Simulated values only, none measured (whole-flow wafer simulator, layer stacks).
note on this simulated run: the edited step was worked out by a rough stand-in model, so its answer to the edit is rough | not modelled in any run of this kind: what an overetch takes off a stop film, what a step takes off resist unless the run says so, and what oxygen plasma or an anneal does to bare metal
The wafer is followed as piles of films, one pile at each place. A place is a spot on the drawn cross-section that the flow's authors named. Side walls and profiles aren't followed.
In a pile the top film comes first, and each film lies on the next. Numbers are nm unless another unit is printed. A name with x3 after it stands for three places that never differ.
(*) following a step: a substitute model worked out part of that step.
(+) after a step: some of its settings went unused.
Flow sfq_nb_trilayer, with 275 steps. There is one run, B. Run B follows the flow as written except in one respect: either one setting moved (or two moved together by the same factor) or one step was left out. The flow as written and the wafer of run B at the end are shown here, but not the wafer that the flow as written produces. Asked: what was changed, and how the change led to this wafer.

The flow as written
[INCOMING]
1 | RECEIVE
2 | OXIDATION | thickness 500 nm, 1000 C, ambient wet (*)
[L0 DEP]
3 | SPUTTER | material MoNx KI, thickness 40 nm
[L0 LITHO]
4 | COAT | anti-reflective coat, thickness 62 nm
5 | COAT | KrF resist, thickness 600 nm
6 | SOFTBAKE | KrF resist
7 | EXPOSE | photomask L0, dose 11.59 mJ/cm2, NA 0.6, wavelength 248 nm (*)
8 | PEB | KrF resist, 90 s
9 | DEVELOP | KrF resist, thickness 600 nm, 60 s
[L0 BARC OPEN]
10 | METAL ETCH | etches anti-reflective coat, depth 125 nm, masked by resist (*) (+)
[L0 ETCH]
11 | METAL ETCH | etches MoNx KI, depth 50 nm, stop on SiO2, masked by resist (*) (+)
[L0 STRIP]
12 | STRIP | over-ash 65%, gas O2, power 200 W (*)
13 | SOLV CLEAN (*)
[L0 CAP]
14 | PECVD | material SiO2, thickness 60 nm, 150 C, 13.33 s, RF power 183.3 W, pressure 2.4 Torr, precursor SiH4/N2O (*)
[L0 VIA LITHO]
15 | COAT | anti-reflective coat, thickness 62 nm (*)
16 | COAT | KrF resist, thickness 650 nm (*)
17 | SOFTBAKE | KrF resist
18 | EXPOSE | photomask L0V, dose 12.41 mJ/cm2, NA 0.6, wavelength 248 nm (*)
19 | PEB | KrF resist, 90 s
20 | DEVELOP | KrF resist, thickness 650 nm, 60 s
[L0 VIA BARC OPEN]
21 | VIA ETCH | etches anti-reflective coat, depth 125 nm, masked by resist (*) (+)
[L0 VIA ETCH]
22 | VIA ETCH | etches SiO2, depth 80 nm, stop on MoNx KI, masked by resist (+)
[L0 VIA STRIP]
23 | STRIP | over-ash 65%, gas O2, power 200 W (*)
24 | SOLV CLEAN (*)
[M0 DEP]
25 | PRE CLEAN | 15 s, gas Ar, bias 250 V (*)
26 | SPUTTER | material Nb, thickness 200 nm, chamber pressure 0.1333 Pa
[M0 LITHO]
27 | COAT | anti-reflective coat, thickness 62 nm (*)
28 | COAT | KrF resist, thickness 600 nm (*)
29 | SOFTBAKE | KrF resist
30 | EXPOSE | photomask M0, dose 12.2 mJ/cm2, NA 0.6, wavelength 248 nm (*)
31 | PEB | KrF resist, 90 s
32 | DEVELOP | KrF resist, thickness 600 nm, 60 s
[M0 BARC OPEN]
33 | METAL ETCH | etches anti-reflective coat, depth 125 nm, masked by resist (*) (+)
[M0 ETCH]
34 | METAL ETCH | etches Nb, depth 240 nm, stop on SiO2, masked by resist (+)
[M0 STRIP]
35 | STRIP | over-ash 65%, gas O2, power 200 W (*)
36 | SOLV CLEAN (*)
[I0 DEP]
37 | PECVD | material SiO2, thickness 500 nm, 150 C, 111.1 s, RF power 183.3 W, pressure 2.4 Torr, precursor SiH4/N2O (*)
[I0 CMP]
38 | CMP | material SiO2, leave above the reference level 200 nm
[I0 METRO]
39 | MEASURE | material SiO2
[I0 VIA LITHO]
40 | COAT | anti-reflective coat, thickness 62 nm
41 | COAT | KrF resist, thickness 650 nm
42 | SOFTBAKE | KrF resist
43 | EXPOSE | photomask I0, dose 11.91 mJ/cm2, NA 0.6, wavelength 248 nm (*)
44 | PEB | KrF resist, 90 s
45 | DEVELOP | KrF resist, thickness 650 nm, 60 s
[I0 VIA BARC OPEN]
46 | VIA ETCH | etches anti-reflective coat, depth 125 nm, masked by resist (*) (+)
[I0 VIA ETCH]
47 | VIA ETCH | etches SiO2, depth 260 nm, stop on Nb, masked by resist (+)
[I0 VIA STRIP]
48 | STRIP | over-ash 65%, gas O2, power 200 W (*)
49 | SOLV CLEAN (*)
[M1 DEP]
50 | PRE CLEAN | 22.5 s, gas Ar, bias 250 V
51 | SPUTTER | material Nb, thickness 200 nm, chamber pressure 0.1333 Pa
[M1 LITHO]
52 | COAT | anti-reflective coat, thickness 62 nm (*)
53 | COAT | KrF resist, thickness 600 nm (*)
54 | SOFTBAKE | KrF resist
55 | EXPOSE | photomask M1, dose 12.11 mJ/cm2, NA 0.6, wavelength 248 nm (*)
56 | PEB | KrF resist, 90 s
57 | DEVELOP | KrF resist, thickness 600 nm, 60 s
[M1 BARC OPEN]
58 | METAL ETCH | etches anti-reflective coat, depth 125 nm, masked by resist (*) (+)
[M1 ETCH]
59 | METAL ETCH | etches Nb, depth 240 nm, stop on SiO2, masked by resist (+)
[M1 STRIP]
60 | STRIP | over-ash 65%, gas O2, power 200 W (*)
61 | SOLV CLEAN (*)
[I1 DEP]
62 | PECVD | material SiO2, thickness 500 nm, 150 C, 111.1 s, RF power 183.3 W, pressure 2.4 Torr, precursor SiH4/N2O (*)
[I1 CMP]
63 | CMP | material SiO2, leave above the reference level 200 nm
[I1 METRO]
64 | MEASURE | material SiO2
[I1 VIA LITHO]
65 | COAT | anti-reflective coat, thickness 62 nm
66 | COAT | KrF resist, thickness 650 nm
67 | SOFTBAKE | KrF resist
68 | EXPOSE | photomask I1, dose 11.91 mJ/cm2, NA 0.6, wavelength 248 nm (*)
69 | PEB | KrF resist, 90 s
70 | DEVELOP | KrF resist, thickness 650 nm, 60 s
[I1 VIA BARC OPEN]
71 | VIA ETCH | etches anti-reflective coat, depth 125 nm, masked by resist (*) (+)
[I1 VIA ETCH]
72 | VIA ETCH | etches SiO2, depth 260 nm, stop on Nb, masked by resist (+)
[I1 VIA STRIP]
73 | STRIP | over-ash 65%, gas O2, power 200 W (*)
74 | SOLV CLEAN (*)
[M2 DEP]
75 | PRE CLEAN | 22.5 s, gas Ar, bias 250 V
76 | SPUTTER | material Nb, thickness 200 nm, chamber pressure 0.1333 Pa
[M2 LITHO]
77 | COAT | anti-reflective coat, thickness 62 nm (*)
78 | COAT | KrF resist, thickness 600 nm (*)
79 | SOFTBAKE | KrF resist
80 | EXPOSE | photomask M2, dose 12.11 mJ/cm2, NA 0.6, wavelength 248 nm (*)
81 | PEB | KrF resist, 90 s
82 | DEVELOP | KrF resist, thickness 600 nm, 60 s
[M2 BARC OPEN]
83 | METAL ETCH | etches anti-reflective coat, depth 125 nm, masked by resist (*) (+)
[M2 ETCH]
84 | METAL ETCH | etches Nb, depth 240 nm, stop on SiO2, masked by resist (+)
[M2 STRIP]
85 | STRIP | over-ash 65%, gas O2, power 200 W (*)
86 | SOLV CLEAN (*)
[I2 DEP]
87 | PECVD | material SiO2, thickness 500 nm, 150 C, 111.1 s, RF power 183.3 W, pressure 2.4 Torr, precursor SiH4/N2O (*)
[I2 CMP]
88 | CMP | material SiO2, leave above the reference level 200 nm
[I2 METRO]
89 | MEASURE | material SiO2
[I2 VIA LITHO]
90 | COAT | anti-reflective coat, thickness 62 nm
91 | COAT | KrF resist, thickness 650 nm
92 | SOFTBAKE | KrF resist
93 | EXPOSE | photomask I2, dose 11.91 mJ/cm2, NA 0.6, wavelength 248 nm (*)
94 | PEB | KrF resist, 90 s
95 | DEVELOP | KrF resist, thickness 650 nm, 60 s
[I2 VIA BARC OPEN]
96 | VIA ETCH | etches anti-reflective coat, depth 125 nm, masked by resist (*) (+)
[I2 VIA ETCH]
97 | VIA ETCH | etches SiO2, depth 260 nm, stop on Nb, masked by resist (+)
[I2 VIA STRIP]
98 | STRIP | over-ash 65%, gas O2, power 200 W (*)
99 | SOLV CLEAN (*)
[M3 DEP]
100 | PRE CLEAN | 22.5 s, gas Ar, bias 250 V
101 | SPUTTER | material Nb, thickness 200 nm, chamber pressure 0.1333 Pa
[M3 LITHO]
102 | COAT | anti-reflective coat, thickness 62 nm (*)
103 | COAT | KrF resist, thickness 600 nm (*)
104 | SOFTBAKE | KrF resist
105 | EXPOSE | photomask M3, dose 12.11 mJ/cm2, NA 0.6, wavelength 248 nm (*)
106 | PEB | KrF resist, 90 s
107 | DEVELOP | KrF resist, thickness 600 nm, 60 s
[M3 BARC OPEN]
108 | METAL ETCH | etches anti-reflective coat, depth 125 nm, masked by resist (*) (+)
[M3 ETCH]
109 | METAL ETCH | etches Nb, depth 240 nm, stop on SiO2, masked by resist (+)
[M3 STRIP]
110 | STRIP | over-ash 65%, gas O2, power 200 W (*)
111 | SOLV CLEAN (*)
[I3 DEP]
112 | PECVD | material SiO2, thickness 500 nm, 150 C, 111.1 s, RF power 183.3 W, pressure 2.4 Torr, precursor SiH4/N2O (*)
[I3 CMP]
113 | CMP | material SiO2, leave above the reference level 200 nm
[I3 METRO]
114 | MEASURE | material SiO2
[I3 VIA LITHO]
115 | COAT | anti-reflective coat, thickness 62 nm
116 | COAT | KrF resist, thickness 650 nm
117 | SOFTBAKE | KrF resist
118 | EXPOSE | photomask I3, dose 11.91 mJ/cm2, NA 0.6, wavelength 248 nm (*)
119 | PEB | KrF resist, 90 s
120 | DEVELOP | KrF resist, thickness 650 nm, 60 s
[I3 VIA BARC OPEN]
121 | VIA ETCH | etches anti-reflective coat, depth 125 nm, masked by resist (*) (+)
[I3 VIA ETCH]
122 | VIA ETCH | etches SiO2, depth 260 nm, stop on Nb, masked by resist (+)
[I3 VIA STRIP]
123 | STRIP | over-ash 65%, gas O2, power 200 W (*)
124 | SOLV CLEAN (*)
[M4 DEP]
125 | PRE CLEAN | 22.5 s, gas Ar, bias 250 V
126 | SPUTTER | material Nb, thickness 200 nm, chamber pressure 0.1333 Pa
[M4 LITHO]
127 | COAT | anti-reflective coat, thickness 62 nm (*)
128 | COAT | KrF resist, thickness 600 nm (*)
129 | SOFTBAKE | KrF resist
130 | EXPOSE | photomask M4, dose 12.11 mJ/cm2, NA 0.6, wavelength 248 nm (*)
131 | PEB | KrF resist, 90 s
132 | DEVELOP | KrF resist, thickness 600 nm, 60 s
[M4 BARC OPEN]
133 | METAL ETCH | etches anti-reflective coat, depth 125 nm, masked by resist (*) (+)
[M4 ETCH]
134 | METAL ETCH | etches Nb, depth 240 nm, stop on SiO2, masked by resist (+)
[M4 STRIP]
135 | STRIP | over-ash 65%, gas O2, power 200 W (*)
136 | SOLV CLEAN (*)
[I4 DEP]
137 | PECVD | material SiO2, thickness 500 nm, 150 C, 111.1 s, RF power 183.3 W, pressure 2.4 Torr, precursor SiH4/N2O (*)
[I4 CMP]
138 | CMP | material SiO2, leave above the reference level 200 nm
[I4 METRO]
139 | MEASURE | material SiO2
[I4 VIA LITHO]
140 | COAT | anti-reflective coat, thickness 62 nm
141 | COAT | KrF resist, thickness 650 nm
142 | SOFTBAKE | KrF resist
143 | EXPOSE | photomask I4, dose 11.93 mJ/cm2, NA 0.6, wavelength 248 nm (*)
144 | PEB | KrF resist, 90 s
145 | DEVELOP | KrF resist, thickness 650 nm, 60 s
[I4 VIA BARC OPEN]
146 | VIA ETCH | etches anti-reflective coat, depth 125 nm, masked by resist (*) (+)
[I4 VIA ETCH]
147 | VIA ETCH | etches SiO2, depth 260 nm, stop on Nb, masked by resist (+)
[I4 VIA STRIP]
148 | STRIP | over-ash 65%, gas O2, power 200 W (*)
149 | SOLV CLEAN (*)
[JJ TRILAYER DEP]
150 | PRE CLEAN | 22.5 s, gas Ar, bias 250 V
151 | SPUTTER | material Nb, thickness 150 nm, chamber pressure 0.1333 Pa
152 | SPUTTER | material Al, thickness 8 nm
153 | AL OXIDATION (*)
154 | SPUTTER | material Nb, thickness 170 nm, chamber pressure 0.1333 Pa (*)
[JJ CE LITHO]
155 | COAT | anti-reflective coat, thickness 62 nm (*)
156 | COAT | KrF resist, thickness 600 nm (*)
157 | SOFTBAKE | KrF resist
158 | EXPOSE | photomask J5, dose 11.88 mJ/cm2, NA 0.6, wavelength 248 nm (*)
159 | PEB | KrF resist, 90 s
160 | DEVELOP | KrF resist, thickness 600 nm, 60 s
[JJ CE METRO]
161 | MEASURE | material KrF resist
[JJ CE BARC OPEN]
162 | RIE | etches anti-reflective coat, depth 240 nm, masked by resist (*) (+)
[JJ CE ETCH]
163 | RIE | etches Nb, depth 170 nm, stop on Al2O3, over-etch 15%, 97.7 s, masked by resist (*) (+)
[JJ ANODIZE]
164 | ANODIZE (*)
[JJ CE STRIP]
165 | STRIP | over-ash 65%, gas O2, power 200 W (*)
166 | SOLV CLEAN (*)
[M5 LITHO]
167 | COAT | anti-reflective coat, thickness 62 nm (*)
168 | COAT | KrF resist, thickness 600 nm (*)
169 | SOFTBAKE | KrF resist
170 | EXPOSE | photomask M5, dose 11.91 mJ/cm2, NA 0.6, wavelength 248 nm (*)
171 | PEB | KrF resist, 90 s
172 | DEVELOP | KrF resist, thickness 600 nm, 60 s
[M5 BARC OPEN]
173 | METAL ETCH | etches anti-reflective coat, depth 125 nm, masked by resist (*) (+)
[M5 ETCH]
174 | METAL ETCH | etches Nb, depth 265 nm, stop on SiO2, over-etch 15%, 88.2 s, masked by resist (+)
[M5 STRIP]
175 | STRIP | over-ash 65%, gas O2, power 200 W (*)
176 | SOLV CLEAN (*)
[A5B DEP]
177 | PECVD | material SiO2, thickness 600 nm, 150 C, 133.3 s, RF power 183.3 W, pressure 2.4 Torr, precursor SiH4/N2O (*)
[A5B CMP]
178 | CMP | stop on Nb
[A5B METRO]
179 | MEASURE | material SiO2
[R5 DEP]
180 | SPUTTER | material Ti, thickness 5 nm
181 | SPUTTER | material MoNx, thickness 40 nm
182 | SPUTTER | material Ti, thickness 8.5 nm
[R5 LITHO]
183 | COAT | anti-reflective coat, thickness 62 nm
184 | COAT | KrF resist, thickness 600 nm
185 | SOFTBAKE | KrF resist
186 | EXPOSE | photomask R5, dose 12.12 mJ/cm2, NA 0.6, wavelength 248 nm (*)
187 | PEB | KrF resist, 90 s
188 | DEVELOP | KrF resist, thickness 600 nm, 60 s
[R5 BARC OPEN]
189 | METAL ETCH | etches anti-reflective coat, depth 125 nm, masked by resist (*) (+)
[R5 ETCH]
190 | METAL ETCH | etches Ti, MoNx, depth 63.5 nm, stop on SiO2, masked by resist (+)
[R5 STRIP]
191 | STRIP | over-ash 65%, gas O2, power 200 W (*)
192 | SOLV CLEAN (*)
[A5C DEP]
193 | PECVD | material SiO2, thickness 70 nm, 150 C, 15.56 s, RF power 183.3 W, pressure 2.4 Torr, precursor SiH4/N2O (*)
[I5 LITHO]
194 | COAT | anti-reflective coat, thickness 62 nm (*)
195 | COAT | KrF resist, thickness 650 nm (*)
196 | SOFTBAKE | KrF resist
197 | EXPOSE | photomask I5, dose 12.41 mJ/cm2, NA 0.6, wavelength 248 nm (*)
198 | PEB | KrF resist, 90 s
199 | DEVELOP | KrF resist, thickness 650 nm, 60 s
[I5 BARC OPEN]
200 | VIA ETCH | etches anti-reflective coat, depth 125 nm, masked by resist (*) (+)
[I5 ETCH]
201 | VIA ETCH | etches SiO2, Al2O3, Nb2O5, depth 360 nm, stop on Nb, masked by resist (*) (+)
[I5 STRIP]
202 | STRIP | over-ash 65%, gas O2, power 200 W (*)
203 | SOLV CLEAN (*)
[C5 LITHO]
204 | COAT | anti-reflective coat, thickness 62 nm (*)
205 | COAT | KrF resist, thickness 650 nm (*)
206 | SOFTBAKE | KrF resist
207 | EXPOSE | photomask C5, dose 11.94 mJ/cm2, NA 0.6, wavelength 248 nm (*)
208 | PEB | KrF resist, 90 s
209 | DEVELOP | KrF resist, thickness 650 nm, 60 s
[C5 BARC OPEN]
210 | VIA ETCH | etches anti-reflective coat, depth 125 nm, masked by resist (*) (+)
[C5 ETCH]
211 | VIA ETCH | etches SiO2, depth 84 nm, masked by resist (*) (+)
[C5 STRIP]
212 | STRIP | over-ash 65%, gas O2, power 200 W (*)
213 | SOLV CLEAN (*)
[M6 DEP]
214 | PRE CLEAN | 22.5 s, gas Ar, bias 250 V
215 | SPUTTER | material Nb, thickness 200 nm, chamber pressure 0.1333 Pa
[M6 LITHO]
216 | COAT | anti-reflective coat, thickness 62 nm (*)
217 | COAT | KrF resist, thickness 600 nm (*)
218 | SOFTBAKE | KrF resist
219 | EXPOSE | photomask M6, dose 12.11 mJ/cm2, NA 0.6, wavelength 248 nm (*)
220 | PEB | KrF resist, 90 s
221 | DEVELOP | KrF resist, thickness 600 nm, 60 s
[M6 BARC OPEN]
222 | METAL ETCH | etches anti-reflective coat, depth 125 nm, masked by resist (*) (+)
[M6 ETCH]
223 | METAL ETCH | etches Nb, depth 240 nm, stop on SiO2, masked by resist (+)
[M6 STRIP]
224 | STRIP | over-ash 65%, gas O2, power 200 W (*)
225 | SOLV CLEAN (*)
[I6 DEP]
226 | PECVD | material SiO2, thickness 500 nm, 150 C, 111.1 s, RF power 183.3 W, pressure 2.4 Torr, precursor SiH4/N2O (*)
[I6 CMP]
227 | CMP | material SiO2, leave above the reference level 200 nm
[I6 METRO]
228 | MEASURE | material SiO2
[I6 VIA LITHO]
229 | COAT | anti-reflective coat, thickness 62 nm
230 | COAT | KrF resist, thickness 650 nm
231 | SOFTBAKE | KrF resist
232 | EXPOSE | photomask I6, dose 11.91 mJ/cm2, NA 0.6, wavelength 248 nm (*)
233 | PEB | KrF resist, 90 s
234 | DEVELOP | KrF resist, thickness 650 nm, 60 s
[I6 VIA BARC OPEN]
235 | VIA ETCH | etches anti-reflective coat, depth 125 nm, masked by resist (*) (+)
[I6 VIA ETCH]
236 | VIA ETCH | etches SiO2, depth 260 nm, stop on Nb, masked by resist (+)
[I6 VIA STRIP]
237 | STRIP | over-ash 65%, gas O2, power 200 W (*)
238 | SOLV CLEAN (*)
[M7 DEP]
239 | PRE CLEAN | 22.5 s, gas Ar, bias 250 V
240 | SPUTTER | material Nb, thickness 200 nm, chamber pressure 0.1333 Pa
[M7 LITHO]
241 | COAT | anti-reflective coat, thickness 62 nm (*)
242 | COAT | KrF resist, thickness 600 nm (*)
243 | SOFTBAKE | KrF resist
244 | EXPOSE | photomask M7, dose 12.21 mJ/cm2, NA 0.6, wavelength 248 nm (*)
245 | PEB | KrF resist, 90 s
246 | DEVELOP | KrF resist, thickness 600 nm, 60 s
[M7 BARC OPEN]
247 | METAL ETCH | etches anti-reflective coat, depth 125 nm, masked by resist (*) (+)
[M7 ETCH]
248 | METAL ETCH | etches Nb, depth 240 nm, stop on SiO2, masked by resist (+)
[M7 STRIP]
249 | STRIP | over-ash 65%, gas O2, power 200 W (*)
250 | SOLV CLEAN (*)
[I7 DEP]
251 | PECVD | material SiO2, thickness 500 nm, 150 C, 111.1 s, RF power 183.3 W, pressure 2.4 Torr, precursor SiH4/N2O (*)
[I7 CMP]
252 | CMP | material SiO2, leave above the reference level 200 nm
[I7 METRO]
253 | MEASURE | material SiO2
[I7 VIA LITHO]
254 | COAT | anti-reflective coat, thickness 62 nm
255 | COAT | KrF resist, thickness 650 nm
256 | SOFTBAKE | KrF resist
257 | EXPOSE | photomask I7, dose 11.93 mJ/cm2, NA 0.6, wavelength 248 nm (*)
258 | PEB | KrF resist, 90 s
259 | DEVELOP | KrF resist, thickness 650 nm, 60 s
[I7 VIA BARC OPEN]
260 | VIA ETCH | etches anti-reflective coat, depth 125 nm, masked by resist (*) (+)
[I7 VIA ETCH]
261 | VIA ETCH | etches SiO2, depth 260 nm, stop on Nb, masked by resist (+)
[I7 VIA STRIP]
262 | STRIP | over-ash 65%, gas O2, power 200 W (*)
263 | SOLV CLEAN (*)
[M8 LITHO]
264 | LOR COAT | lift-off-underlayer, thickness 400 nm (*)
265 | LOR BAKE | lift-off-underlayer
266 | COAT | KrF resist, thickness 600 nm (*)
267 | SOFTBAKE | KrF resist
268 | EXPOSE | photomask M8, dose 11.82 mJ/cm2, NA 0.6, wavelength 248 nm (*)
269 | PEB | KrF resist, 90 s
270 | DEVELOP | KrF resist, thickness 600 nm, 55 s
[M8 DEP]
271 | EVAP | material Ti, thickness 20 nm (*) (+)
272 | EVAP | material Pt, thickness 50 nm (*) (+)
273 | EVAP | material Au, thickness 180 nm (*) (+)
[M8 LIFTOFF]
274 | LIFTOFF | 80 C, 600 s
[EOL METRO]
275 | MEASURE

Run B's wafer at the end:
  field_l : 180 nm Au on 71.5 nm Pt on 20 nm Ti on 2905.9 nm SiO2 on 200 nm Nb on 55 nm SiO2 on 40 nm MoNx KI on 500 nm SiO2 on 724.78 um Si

The reason: step 272, EVAP: thickness 71.5 nm was run, while the flow as written has thickness 50 nm.
The wafer lets one read it off: field_l has Pt 71.5, and step 272 as written asks for 50 nm.

How this came from the change, step by step:
  272 | EVAP | material Pt, thickness 50 nm (*) (+)
      field_l, v_sur, via_wl and 103 more: +71.5 Pt (new film) (in the flow as written it would be: +50 Pt (new film))
  274 | LIFTOFF | 80 C, 600 s
      p4_fl, p4_fm, p4_w1 and 71 more: -180 Au (all of it), -71.5 Pt (all of it), -20 Ti (all of it), -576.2 KrF resist (all of it), -400 lift-off-underlayer (all of it) (in the flow as written it would be: -180 Au (all of it), -50 Pt (all of it), -20 Ti (all of it), -576.2 KrF resist (all of it), -400 lift-off-underlayer (all of it))
      c5j, ce_r: -180 Au (all of it), -71.5 Pt (all of it), -20 Ti (all of it), -573.3 KrF resist (all of it), -399.3 lift-off-underlayer (all of it) (in the flow as written it would be: -180 Au (all of it), -50 Pt (all of it), -20 Ti (all of it), -573.3 KrF resist (all of it), -399.3 lift-off-underlayer (all of it))
      (also at 19 further places)
